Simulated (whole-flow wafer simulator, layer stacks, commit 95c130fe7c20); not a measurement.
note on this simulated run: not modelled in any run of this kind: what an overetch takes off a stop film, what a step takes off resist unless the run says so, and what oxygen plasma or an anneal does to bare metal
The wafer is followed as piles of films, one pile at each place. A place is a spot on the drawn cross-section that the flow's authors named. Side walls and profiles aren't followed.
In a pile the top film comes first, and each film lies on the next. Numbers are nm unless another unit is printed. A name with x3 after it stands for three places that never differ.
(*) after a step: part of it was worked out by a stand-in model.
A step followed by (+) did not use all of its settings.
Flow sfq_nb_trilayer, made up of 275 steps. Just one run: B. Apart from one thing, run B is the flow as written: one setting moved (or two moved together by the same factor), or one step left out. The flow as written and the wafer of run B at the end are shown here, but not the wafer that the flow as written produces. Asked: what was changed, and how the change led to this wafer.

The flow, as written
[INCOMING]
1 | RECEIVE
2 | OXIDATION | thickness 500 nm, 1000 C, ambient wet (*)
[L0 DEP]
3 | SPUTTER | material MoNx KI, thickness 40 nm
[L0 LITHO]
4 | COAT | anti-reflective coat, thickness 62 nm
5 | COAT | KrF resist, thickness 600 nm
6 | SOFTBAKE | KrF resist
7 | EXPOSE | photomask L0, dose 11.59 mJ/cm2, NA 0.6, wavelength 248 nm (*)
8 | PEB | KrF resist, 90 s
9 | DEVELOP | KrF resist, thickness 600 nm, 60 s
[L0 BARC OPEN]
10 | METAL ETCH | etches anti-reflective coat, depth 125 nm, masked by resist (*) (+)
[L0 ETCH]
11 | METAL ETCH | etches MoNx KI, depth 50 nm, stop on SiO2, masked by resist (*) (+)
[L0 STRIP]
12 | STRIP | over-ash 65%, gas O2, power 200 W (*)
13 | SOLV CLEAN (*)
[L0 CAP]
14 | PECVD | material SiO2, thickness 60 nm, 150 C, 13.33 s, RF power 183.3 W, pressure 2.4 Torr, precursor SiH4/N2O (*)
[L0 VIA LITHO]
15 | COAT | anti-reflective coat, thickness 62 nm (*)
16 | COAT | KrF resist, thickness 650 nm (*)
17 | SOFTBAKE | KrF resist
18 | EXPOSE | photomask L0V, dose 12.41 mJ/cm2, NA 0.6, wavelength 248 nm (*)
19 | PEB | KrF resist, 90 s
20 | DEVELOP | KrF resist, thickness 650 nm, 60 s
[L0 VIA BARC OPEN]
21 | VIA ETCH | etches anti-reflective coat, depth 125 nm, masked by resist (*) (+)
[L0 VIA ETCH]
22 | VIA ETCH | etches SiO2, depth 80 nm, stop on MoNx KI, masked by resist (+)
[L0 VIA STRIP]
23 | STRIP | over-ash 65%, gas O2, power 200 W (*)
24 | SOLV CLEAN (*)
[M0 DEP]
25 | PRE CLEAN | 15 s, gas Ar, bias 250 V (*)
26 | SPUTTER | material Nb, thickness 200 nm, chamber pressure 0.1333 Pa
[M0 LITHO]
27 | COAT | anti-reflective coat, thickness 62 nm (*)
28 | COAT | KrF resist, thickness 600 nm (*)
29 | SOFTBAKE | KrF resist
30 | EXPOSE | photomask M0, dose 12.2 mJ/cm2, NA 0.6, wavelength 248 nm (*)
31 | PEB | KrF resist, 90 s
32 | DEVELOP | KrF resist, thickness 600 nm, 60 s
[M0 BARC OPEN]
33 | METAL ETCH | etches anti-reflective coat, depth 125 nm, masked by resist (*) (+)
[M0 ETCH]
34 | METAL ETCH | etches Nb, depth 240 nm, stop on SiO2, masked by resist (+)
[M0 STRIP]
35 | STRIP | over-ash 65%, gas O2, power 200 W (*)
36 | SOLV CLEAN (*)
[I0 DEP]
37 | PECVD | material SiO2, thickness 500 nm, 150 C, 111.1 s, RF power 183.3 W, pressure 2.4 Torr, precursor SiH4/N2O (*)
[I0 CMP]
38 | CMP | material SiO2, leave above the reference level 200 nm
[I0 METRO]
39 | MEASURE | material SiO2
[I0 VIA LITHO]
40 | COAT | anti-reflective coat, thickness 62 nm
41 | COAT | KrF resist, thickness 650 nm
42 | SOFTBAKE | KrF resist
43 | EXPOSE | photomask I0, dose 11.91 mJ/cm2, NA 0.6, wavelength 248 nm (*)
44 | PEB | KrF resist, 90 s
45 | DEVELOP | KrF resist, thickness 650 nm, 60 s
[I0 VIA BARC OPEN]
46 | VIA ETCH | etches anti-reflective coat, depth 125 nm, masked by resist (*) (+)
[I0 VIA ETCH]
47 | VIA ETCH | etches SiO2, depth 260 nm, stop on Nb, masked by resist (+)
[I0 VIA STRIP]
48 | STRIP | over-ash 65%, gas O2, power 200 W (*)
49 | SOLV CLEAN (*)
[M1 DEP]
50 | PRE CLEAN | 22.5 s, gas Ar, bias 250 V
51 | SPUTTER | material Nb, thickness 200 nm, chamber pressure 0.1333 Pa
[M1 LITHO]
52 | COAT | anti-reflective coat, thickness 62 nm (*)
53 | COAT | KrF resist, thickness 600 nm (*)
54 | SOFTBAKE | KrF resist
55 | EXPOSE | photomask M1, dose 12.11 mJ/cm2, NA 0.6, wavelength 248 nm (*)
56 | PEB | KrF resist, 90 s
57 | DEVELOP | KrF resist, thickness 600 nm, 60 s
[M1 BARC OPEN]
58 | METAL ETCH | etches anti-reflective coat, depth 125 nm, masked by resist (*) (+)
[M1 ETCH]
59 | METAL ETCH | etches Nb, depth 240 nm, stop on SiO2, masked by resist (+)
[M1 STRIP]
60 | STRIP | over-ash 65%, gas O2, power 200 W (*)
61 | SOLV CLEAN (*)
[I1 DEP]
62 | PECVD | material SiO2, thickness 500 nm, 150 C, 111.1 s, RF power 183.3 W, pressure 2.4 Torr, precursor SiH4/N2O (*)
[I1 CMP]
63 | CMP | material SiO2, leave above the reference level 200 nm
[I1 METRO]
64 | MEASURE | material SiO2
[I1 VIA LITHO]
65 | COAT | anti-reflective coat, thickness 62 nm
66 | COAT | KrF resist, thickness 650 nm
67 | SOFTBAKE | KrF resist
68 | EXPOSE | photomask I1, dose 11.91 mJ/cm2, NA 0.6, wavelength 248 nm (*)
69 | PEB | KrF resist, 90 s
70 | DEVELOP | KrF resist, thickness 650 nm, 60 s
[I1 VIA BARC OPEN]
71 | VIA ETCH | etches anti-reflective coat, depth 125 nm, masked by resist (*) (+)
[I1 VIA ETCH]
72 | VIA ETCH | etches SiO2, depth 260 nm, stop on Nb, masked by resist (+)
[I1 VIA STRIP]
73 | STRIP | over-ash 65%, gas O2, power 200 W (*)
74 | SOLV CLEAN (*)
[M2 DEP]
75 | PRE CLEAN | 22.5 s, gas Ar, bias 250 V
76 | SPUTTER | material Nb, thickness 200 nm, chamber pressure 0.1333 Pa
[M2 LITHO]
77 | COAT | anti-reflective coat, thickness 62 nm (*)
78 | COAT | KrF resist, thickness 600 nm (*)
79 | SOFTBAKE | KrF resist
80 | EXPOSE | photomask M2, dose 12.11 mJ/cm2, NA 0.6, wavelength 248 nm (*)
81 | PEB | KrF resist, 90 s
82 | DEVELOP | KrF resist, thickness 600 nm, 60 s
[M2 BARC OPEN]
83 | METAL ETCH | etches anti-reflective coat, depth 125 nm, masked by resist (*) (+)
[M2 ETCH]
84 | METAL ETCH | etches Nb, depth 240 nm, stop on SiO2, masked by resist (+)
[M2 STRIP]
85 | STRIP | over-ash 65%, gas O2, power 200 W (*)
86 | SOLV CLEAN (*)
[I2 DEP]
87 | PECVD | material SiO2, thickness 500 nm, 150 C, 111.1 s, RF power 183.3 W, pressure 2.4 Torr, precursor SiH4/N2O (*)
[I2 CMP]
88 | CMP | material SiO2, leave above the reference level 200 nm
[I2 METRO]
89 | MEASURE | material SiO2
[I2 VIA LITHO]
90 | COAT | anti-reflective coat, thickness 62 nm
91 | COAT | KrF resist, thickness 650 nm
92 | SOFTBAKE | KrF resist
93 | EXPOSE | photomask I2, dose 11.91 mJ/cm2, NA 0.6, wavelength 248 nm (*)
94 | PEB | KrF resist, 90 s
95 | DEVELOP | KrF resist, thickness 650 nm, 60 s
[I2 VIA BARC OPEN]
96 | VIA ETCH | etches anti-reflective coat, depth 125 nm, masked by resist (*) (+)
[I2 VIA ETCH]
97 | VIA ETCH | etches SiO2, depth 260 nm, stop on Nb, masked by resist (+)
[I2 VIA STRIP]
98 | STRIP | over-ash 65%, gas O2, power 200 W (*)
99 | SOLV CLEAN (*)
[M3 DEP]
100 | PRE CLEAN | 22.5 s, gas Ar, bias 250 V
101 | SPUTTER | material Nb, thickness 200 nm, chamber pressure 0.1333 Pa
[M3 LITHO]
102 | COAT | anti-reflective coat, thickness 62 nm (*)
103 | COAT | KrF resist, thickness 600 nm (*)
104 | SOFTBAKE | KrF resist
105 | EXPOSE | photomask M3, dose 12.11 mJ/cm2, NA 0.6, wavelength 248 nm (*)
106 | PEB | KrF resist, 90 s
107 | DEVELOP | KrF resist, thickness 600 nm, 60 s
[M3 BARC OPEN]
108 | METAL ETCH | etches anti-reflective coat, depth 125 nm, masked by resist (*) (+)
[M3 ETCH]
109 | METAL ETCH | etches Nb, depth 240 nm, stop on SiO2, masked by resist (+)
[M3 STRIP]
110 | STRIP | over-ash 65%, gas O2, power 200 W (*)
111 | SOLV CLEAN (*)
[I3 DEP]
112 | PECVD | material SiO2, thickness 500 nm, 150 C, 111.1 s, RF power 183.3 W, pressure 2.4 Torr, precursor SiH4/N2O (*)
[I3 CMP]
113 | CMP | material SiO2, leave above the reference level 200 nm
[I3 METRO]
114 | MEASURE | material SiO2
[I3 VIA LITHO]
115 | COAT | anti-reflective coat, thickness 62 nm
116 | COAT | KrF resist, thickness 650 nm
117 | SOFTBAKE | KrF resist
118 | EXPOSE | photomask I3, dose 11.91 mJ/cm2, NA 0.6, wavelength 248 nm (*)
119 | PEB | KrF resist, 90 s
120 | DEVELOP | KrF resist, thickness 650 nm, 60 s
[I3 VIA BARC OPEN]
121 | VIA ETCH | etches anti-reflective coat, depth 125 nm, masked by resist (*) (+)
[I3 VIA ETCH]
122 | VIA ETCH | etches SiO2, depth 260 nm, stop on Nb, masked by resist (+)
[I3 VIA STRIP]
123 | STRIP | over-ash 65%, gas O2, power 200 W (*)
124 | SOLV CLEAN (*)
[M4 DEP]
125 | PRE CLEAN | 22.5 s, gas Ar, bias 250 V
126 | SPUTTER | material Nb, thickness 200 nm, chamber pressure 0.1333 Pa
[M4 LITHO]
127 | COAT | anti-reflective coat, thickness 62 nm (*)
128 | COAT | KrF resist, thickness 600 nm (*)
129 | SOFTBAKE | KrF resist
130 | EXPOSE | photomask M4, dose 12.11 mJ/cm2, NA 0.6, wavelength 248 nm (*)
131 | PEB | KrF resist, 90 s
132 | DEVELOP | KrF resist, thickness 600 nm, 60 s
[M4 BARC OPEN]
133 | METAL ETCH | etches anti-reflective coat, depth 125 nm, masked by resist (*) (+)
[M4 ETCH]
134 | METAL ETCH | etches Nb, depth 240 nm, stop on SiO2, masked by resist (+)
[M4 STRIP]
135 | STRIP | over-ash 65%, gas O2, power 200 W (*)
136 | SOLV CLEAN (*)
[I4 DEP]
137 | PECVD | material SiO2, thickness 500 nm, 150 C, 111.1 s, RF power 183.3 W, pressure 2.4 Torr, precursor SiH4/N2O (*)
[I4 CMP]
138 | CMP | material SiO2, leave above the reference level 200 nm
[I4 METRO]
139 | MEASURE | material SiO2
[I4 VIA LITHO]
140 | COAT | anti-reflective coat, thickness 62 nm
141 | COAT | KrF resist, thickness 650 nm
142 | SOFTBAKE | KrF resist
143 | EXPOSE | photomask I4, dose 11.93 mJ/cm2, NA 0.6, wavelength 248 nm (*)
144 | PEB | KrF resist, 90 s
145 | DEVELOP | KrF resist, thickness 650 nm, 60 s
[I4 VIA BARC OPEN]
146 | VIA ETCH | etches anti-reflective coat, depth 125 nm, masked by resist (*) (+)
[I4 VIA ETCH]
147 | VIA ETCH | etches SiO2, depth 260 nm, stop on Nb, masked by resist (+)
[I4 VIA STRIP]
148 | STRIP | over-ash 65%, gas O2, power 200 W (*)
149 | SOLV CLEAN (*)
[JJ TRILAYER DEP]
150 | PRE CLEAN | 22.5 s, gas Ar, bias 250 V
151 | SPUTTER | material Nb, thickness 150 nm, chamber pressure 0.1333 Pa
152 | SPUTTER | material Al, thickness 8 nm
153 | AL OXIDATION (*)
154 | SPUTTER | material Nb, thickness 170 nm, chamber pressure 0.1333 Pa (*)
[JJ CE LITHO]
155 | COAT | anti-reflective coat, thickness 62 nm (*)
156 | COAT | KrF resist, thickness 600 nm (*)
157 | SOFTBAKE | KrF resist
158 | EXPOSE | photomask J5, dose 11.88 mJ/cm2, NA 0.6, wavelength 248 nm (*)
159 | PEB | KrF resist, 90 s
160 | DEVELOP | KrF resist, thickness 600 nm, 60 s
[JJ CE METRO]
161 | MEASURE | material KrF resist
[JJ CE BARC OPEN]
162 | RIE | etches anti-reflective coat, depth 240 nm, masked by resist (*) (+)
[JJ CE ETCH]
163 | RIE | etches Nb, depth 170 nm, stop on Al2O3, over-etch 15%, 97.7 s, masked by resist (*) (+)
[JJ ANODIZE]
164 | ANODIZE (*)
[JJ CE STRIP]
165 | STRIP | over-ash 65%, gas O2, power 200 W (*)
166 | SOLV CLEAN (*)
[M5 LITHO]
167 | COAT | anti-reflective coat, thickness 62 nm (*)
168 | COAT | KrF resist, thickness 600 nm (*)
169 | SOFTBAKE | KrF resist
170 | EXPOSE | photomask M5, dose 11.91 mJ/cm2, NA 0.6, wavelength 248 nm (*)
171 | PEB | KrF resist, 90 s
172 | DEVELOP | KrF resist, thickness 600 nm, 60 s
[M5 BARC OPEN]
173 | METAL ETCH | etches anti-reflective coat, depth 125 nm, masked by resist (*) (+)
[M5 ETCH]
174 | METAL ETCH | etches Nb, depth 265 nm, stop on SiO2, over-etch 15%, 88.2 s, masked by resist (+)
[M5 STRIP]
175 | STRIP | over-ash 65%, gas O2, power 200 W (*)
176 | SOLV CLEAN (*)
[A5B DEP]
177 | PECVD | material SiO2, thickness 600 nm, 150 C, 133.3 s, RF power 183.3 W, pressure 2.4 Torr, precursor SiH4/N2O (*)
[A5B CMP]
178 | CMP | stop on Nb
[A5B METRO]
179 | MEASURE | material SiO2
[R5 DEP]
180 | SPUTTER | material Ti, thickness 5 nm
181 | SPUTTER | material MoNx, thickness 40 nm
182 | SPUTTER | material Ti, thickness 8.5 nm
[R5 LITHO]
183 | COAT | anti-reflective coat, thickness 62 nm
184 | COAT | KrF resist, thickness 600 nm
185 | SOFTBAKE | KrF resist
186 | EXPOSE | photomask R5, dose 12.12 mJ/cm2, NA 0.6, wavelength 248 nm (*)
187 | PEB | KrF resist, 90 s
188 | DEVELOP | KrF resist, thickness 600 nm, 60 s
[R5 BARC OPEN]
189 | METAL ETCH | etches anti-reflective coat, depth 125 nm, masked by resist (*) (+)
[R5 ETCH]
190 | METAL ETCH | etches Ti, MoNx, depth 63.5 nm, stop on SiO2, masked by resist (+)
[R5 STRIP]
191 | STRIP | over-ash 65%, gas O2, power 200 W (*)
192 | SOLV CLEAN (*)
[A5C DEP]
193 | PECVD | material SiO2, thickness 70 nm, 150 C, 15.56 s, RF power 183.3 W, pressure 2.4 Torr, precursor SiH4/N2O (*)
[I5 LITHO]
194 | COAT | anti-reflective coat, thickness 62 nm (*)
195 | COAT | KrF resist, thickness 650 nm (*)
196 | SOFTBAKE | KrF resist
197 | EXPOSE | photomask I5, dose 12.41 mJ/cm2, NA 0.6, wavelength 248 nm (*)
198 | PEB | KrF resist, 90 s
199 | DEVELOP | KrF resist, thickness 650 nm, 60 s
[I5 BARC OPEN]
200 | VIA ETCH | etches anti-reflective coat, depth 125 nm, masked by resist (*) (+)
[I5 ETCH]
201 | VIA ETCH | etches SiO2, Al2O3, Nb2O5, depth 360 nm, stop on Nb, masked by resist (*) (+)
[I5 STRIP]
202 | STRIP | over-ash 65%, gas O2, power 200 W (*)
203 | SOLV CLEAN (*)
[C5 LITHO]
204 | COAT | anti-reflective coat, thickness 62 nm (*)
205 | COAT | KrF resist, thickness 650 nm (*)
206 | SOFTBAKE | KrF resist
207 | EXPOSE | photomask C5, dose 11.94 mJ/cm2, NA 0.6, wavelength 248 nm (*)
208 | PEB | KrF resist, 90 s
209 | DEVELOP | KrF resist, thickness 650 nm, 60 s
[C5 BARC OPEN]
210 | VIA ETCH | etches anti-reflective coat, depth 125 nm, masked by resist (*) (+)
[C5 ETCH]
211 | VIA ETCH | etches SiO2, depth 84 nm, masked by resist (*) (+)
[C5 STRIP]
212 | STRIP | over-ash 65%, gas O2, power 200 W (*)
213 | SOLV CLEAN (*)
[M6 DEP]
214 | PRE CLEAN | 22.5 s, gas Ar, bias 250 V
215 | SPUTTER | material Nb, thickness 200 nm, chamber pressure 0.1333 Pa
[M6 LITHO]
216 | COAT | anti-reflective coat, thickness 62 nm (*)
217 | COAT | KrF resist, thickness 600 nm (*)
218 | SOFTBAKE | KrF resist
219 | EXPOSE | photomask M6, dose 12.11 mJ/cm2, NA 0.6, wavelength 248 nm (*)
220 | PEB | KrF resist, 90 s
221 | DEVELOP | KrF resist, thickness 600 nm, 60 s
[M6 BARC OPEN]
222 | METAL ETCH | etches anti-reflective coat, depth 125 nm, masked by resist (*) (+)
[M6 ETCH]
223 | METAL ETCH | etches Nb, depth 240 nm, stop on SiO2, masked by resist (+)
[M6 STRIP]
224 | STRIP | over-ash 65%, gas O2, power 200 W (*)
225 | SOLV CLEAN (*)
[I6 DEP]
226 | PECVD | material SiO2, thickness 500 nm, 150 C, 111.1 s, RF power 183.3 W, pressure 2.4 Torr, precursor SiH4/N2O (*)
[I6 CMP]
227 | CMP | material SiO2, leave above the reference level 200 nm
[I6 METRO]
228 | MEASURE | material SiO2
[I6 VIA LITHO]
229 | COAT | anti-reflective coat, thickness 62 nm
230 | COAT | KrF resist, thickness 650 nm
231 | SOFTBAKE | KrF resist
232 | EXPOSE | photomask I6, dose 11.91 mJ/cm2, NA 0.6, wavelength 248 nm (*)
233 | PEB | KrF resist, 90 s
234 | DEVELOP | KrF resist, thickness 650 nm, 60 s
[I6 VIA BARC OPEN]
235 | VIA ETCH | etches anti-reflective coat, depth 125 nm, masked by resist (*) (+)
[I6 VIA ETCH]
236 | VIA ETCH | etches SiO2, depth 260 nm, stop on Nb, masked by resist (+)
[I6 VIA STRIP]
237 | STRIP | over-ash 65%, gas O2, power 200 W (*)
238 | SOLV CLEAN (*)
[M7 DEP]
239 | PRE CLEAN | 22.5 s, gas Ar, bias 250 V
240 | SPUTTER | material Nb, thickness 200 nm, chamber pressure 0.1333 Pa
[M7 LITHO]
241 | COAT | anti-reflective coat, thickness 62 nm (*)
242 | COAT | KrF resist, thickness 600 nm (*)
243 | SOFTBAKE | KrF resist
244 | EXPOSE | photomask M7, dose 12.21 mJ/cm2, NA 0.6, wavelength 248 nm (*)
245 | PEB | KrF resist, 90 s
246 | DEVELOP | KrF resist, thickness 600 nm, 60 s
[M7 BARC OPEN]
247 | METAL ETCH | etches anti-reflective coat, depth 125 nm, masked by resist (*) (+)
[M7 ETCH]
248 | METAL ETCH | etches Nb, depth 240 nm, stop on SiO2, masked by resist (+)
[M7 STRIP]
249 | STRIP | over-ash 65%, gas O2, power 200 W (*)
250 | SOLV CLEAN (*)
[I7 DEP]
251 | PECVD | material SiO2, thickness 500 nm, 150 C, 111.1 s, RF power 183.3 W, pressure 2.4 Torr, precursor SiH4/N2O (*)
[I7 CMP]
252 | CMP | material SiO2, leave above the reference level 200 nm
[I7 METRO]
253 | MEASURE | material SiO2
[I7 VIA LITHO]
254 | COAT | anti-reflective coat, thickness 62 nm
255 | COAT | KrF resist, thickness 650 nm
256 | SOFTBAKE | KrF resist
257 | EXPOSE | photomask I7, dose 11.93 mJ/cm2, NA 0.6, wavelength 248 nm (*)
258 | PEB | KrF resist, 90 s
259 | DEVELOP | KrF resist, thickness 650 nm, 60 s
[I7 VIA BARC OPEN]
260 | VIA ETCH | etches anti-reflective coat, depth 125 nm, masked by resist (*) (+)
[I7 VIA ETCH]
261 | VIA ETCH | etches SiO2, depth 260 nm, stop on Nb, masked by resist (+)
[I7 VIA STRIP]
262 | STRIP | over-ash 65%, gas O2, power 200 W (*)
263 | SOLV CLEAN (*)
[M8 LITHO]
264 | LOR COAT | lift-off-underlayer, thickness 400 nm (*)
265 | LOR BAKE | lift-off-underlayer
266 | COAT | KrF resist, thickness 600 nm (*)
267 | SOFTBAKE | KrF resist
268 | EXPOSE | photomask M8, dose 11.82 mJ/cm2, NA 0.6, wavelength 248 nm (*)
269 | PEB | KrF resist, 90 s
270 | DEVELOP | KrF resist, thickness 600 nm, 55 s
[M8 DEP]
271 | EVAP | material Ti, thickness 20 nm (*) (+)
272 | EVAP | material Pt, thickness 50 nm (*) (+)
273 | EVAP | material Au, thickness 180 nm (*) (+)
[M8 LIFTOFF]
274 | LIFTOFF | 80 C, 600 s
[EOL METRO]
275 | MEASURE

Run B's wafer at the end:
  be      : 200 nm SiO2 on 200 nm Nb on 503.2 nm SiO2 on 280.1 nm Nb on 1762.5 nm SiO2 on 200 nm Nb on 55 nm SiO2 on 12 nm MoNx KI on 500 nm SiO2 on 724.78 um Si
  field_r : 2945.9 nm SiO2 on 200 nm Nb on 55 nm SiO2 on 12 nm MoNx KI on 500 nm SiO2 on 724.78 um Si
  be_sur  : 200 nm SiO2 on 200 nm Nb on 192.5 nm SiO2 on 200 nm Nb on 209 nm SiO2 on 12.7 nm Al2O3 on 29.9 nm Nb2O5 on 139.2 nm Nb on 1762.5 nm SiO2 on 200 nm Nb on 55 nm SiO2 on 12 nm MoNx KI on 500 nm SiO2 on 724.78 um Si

Cause: step 3, SPUTTER: thickness 62 nm was run, though the flow has thickness 40 nm.

The path from the change to this, step by step:
  3 | SPUTTER | material MoNx KI, thickness 40 nm
      field_l, v_sur, via_wl and 103 more: MoNx KI gains 62 (new film) (in the flow as written it would be: MoNx KI gains 40 (new film))
  11 | METAL ETCH | etches MoNx KI, depth 50 nm, stop on SiO2, masked by resist (*) (+)
      v_sur, via_wl, via_w and 97 more: MoNx KI loses 50 (in the flow as written it would be: MoNx KI loses 40 (all of it))
  14 | PECVD | material SiO2, thickness 60 nm, 150 C, 13.33 s, RF power 183.3 W, pressure 2.4 Torr, precursor SiH4/N2O (*)
      v_sur, via_wl, via_w and 97 more: SiO2 gains 60 (new film) (in the flow as written it would be: SiO2 gains 60)
  15 | COAT | anti-reflective coat, thickness 62 nm (*)
      field_l: anti-reflective coat gains 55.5 (new film) (in the flow as written it would be: anti-reflective coat gains 56.7 (new film))
      v_sur: anti-reflective coat gains 74.9 (new film) (in the flow as written it would be: anti-reflective coat gains 72.2 (new film))
      (as well as at 2 more places)
  23 | STRIP | over-ash 65%, gas O2, power 200 W (*)
      field_l: KrF resist loses 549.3 (all of it), anti-reflective coat loses 55.5 (all of it) (in the flow as written it would be: KrF resist loses 551.4 (all of it), anti-reflective coat loses 56.7 (all of it))
      v_sur: KrF resist loses 573.1 (all of it), anti-reflective coat loses 74.9 (all of it) (in the flow as written it would be: KrF resist loses 570.5 (all of it), anti-reflective coat loses 72.2 (all of it))
      (as well as at 2 more places)
  27 | COAT | anti-reflective coat, thickness 62 nm (*)
      v_sur: anti-reflective coat gains 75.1 (new film) (in the flow as written it would be: anti-reflective coat gains 72.3 (new film))
      l0_sur: anti-reflective coat gains 46.5 (new film) (in the flow as written it would be: anti-reflective coat gains 47.5 (new film))
      (as well as at 1 more place)
  35 | STRIP | over-ash 65%, gas O2, power 200 W (*)
      v_sur: KrF resist loses 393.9 (all of it), anti-reflective coat loses 75.1 (all of it) (in the flow as written it would be: KrF resist loses 391.6 (all of it), anti-reflective coat loses 72.3 (all of it))
      l0_sur: KrF resist loses 369.2 (all of it), anti-reflective coat loses 46.5 (all of it) (in the flow as written it would be: KrF resist loses 372 (all of it), anti-reflective coat loses 47.5 (all of it))
      (as well as at 1 more place)
  38 | CMP | material SiO2, leave above the reference level 200 nm
      field_l, l0_sur, l0r_line_l, l0r_line_c, l0r_line_r: SiO2 loses 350 (in the flow as written it would be: SiO2 loses 340)
      l0v: SiO2 loses 287.8 (in the flow as written it would be: SiO2 loses 277.8)
With metal films that touch counted as one body, be has 4 bodies (between them, from the top down: SiO2 503.2; SiO2 1762.5; SiO2 55); the flow as written gives 3 bodies (between them, from the top down: SiO2 503.2; SiO2 1762.5).
With metal films that touch counted as one body, field_r has 2 bodies (between them, from the top down: SiO2 55); the flow as written gives 1 body.
With metal films that touch counted as one body, be_sur has 5 bodies (between them, from the top down: SiO2 192.5; SiO2 209 / Al2O3 12.7 / Nb2O5 29.9; SiO2 1762.5; SiO2 55); the flow as written gives 4 bodies (between them, from the top down: SiO2 192.5; SiO2 209 / Al2O3 12.7 / Nb2O5 29.9; SiO2 1762.5).
